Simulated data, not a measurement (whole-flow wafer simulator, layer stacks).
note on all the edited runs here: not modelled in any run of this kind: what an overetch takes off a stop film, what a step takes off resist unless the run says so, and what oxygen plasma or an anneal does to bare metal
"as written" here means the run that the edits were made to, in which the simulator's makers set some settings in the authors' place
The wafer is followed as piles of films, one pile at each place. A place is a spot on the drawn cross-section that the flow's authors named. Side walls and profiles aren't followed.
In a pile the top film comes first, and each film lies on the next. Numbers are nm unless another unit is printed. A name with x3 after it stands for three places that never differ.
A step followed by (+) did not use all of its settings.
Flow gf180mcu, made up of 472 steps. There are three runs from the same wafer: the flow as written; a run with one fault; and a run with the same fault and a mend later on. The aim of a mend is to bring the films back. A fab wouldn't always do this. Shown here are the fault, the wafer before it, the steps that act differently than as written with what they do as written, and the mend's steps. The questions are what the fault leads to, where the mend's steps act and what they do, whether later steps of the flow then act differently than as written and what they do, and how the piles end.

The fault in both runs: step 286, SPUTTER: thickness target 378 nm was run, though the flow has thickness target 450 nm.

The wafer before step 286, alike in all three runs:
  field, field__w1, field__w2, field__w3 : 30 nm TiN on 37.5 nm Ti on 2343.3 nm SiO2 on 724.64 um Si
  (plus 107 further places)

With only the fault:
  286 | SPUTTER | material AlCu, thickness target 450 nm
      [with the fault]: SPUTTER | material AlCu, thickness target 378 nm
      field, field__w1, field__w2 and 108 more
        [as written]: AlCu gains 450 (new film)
        [with the fault]: AlCu gains 378 (new film)
  Steps later in the flow that act otherwise than as written:
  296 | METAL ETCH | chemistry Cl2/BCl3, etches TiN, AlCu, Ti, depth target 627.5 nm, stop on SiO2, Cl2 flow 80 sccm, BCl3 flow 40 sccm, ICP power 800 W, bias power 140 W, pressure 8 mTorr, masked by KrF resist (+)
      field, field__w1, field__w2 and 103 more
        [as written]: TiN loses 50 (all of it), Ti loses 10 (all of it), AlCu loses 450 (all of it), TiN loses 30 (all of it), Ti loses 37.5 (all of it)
        [with the fault]: TiN loses 50 (all of it), Ti loses 10 (all of it), AlCu loses 378 (all of it), TiN loses 30 (all of it), Ti loses 37.5 (all of it)
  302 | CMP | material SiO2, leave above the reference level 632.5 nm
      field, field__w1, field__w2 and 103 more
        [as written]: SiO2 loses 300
        [with the fault]: SiO2 loses 372
  At field__w8, contact, m1, m1__w1, m1_nw, the piles at the end differ from the flow's by more than 2% or 0.5 nm, whichever is larger.
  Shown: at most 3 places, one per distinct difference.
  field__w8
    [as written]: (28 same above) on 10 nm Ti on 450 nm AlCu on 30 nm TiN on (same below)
    [with the fault]: (28 same above) on 10 nm Ti on 378 nm AlCu on 30 nm TiN on (same below)
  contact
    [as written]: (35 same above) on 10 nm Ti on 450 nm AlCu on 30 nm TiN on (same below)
    [with the fault]: (35 same above) on 10 nm Ti on 378 nm AlCu on 30 nm TiN on (same below)

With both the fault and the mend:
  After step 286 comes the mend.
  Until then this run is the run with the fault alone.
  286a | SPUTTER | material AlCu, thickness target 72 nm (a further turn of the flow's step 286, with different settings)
      field, field__w1, field__w2 and 108 more
        AlCu gains 72
  None of the later steps of the flow acts differently than as written at any place that is followed.
  The piles end the same as the flow's at every place that both follow.
